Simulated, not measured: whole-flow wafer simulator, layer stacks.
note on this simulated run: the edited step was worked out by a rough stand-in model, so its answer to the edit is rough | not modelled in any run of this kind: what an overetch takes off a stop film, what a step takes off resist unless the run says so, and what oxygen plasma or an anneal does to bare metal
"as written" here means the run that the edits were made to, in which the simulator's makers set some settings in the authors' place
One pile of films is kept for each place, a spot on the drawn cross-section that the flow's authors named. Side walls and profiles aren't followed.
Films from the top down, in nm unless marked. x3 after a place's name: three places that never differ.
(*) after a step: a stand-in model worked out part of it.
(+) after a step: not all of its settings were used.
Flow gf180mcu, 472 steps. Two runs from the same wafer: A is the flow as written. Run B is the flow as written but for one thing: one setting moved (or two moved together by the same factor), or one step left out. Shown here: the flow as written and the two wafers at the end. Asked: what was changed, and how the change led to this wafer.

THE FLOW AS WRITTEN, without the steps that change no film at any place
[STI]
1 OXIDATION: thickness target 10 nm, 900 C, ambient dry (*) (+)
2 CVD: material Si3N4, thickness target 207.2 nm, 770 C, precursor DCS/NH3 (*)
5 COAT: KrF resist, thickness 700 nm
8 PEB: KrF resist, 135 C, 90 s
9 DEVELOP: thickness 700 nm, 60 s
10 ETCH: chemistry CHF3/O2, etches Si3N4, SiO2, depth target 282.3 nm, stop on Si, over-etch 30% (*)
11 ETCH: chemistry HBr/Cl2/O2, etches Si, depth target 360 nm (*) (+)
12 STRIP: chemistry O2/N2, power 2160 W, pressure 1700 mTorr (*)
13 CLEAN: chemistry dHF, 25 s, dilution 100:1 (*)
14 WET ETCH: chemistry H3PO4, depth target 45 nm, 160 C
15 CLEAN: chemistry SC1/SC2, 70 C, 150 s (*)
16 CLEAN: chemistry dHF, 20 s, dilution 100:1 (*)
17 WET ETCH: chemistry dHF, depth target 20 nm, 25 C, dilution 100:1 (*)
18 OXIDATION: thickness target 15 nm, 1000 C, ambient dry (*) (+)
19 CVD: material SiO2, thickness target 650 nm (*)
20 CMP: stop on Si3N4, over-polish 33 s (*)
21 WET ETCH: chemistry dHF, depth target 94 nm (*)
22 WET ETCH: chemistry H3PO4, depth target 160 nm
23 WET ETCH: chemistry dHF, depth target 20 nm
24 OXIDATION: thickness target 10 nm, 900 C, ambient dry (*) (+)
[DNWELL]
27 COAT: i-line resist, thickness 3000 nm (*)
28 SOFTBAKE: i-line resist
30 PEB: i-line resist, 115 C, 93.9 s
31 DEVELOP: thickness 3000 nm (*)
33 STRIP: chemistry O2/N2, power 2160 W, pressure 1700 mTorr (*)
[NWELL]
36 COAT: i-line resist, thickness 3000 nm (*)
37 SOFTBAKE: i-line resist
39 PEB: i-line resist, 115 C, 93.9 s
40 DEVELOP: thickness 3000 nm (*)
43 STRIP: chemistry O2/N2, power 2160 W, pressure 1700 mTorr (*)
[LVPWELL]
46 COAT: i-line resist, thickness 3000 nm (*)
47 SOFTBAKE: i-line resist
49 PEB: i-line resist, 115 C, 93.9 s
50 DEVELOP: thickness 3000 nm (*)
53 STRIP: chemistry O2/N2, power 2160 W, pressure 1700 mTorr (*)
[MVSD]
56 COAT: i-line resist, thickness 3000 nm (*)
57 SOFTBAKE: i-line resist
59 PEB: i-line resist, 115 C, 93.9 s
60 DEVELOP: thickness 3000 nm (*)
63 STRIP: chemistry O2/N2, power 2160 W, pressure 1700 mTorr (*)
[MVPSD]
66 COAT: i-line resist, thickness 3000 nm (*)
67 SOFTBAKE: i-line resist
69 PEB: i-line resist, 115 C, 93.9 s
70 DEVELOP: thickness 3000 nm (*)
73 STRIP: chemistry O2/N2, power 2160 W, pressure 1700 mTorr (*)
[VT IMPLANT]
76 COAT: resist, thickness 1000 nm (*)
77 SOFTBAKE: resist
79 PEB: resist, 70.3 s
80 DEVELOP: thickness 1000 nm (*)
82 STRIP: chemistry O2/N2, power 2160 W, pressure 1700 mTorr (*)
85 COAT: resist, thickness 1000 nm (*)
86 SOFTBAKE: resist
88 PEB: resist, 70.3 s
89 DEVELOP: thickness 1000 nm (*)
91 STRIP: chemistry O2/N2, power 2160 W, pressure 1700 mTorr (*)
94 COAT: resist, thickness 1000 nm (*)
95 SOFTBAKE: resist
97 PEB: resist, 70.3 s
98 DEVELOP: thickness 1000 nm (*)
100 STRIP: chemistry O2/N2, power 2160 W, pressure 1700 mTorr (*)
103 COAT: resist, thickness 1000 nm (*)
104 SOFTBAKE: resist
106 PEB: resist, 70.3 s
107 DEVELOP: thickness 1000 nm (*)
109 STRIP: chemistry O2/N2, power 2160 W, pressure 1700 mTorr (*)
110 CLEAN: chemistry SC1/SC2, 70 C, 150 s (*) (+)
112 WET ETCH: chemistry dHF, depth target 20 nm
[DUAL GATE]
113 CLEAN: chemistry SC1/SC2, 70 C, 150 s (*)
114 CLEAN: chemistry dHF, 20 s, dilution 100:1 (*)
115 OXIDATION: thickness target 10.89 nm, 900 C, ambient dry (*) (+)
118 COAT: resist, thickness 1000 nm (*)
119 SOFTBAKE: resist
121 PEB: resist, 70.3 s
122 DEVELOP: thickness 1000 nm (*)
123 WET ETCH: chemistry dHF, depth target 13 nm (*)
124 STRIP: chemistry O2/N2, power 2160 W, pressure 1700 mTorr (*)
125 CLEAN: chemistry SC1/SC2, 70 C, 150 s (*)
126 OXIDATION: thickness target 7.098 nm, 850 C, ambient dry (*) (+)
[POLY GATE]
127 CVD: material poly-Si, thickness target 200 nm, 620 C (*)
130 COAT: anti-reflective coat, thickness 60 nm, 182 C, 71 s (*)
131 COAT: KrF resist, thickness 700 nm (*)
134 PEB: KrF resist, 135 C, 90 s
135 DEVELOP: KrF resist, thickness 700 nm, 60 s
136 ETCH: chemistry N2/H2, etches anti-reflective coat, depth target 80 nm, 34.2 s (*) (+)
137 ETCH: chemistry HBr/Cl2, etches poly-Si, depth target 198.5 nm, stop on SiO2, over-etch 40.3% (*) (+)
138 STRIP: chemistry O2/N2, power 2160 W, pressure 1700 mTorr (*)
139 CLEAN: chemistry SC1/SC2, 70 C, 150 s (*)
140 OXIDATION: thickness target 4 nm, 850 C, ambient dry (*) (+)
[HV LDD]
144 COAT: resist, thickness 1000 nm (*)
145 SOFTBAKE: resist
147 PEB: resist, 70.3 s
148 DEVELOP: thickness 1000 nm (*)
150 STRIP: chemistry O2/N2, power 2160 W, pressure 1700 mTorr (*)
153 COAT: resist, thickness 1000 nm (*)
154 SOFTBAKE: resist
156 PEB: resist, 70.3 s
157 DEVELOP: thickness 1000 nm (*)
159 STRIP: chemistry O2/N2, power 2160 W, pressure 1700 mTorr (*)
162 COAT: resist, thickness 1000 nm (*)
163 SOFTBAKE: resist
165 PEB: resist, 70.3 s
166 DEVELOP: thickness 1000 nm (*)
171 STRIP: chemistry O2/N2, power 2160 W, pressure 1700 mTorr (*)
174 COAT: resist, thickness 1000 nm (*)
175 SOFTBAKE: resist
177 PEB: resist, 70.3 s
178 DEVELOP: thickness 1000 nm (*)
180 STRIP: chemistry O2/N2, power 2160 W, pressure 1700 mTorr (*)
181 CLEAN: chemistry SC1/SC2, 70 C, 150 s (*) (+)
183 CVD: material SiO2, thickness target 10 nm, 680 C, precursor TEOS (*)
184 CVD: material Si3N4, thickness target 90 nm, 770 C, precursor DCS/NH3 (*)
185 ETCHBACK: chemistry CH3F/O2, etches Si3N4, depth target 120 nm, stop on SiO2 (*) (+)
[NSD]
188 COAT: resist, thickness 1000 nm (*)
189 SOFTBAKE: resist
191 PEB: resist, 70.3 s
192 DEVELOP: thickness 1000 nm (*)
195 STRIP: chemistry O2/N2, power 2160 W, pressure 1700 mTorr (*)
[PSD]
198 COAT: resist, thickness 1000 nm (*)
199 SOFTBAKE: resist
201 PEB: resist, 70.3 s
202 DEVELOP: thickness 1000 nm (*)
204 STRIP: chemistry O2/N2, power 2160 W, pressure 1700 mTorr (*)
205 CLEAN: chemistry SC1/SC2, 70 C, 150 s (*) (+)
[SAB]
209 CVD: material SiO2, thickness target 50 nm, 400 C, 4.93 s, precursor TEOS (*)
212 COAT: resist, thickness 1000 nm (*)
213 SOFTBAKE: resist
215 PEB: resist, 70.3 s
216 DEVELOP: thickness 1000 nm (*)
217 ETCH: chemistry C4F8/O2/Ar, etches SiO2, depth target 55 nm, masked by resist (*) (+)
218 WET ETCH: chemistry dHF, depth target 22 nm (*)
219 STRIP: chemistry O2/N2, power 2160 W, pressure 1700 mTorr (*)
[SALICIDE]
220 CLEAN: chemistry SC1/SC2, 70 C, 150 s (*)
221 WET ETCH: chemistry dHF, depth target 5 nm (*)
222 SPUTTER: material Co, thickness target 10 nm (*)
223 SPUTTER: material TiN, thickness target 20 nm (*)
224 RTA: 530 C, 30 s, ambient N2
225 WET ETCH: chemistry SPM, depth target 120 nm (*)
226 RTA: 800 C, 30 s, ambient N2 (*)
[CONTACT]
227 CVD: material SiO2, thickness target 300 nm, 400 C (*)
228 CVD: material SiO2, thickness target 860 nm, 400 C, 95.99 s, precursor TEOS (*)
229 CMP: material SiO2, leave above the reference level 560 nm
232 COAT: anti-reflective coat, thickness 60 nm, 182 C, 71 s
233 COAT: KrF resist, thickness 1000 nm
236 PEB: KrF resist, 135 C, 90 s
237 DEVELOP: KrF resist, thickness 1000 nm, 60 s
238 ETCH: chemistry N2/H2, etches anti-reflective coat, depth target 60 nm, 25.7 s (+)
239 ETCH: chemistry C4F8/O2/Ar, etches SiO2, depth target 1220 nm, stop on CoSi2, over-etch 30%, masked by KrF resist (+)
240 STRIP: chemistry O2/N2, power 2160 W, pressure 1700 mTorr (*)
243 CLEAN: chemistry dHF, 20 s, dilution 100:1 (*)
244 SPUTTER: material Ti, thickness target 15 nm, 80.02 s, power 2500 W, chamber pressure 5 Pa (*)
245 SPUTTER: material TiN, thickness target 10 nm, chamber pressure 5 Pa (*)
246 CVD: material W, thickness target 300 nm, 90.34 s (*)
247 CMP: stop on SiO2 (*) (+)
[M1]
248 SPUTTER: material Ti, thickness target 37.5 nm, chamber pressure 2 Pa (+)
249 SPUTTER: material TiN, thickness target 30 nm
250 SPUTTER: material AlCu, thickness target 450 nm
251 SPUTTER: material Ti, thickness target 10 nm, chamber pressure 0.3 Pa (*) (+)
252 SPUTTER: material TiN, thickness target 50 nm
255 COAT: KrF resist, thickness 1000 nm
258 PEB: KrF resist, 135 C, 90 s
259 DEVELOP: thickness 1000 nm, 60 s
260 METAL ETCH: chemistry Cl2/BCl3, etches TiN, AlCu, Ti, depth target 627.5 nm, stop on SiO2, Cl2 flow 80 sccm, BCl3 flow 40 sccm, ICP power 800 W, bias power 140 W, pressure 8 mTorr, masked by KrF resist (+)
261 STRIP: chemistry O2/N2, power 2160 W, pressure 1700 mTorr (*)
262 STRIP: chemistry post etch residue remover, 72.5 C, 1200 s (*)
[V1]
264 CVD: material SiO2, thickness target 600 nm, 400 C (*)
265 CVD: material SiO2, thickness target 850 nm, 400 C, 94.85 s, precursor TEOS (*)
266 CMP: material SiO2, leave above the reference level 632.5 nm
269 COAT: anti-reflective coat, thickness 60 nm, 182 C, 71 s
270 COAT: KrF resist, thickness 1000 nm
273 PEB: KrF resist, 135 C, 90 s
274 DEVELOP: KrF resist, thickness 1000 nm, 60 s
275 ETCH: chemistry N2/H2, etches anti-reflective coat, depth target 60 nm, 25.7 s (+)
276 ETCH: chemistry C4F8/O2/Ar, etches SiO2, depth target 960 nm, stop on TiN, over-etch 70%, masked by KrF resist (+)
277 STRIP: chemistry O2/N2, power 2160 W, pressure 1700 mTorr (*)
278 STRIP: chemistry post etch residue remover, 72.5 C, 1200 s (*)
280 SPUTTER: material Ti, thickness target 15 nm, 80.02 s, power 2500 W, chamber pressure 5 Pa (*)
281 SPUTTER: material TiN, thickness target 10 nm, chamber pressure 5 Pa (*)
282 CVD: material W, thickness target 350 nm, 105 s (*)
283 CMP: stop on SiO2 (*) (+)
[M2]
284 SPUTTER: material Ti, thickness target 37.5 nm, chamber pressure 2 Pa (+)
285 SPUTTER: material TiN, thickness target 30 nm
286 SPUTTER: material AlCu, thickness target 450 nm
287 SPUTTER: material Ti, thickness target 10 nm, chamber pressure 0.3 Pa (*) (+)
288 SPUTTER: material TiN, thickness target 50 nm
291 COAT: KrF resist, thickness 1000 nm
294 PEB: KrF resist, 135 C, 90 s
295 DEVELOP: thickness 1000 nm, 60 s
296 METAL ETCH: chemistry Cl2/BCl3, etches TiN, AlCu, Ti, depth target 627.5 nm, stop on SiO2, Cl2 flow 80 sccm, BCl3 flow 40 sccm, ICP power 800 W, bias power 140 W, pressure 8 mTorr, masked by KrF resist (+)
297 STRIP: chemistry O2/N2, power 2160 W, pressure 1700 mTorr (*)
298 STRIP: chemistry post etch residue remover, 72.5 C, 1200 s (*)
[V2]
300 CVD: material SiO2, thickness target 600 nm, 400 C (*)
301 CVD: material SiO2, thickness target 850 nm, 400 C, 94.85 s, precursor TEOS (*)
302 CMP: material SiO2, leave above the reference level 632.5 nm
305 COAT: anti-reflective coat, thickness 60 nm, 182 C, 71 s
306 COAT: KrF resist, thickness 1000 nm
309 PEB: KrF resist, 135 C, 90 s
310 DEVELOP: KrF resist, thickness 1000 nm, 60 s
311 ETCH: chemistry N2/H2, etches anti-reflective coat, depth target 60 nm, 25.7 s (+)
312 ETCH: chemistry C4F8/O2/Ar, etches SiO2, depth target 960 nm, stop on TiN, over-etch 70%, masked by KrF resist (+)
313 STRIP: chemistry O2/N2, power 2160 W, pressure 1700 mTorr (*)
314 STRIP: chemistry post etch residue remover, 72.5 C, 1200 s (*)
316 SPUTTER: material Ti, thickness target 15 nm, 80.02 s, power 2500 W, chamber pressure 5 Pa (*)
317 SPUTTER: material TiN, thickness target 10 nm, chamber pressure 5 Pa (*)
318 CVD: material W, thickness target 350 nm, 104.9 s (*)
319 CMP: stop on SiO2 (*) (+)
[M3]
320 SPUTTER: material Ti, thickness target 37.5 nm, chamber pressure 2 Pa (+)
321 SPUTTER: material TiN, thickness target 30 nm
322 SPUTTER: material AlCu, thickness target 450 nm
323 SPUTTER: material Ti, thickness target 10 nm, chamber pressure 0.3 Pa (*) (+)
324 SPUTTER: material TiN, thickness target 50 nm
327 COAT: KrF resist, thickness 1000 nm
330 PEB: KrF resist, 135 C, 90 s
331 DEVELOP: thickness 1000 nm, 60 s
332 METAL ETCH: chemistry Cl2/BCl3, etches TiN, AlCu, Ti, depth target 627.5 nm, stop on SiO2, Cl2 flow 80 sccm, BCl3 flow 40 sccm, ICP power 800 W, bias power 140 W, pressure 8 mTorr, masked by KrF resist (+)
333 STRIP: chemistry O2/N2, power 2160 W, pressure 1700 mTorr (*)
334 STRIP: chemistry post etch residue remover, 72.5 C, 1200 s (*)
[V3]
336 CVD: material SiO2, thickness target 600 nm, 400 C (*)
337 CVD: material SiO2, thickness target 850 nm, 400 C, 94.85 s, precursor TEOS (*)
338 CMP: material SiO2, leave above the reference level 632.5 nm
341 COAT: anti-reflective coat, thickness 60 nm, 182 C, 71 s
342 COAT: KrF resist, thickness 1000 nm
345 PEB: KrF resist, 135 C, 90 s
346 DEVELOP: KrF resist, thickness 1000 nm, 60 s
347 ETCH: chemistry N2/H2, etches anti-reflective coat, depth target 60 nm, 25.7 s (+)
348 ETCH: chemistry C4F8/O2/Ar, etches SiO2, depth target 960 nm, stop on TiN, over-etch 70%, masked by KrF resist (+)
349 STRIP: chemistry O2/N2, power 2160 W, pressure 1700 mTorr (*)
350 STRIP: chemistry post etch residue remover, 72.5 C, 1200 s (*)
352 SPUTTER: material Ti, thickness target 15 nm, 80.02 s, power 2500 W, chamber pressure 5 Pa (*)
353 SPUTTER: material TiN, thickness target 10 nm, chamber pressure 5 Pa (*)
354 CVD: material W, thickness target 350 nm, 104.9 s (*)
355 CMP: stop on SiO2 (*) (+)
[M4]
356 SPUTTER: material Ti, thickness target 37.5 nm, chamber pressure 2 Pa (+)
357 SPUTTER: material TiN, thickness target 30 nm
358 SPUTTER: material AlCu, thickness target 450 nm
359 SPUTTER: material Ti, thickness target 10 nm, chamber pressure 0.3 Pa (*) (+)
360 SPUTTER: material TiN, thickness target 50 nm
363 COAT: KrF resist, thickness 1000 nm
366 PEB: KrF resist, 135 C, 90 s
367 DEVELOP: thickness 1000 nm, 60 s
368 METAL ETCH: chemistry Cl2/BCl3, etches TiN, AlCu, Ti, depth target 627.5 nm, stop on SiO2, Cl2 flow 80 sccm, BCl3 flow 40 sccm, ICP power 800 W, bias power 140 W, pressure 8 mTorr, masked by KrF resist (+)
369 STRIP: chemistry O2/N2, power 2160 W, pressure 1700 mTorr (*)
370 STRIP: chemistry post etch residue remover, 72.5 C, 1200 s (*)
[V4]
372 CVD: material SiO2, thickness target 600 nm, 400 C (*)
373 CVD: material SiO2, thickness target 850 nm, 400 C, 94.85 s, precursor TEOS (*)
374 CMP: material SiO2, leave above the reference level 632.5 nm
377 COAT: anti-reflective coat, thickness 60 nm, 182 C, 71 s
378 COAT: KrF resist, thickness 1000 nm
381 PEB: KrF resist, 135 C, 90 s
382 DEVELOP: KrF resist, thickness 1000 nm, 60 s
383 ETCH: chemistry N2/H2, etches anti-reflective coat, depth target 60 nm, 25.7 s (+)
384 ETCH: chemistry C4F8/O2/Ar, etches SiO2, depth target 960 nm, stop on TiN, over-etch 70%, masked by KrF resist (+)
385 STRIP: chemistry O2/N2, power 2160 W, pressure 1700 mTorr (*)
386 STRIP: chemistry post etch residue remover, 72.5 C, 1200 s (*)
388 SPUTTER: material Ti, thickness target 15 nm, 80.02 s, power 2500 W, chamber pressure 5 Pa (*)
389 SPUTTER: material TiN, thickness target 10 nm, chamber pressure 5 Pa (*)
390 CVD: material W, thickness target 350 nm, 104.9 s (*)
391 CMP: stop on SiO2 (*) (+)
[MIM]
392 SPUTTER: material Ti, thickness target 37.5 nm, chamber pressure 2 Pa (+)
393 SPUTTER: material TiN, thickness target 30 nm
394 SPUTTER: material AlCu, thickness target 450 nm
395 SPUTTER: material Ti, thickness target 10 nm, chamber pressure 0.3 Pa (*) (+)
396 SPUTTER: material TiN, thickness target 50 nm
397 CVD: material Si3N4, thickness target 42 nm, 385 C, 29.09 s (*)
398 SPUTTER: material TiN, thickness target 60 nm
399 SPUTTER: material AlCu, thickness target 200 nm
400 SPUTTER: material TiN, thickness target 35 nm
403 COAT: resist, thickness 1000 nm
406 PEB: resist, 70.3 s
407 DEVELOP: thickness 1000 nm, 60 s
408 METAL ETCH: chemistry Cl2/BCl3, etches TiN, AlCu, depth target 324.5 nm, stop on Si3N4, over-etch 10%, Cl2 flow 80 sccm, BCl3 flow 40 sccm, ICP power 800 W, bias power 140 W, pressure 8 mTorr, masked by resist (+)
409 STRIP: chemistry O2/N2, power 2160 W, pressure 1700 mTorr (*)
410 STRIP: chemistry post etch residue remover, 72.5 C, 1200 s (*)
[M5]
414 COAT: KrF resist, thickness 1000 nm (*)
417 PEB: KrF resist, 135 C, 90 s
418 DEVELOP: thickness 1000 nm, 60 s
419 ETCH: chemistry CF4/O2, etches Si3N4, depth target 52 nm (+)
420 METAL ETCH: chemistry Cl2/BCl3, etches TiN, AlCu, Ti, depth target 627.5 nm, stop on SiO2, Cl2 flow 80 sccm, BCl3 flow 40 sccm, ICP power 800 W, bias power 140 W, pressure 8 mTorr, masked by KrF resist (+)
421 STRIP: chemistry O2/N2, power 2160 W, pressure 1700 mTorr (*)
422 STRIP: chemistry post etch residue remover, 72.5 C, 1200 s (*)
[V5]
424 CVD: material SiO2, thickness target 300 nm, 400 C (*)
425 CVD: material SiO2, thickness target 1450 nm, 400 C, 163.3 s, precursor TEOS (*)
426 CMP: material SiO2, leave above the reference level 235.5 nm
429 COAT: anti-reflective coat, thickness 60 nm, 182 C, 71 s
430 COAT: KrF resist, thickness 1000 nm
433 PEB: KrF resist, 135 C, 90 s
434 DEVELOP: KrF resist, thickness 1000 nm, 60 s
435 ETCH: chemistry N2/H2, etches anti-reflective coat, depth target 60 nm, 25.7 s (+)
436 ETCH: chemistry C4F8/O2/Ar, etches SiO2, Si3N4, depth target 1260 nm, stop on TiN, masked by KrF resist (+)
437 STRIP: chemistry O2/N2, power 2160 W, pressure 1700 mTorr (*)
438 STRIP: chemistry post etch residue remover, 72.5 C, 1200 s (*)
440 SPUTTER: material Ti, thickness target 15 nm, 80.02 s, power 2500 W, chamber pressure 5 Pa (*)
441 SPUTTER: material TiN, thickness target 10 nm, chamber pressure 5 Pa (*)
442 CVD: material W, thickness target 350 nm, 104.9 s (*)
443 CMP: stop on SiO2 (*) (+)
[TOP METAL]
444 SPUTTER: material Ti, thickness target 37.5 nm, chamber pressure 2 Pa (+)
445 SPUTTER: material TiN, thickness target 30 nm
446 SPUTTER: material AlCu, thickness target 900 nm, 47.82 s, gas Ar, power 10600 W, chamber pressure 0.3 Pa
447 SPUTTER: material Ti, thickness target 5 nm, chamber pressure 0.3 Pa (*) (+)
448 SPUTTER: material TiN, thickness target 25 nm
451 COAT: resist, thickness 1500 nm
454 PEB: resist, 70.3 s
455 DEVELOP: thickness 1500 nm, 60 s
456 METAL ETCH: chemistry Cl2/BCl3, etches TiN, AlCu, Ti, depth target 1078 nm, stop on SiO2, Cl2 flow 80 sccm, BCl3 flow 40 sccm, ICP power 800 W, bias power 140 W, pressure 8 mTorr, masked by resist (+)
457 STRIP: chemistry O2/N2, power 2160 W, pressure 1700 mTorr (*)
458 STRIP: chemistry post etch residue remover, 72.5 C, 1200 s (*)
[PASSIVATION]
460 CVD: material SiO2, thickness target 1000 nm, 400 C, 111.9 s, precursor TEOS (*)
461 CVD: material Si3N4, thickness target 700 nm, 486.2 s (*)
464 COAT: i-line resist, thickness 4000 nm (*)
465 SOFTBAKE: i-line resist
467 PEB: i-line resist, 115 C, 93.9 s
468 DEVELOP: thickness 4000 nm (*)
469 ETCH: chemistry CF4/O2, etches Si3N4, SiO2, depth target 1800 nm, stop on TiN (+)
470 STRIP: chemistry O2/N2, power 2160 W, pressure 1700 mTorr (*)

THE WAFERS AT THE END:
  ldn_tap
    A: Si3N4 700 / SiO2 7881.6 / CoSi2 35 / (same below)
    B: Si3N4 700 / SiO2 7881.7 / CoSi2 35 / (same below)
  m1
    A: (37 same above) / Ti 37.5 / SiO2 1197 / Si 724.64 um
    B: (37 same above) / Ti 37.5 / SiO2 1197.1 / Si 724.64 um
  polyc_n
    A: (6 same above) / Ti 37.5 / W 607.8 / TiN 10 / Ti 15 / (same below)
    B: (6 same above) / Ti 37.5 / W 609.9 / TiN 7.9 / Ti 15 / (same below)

The cause: step 245, SPUTTER: thickness target 7.9 nm was run, where the flow has thickness target 10 nm.
It can be read off the wafer: polyc_n has TiN 7.9, and step 245 as written asks for 10 nm.

How the change led to this, step by step:
  245 SPUTTER: material TiN, thickness target 10 nm, chamber pressure 5 Pa (*)
      field, field__w1, field__w2 and 107 more: A TiN +10 (new film) | B TiN +7.9 (new film)
      contact: A TiN +5.48 (new film) | B TiN +4.33 (new film)
  247 CMP: stop on SiO2 (*) (+)
      field, field__w1, field__w2 and 105 more: A W -300 (all of it), TiN -10 (all of it), Ti -15 (all of it), SiO2 -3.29 | B W -300 (all of it), TiN -7.9 (all of it), Ti -15 (all of it), SiO2 -3.27
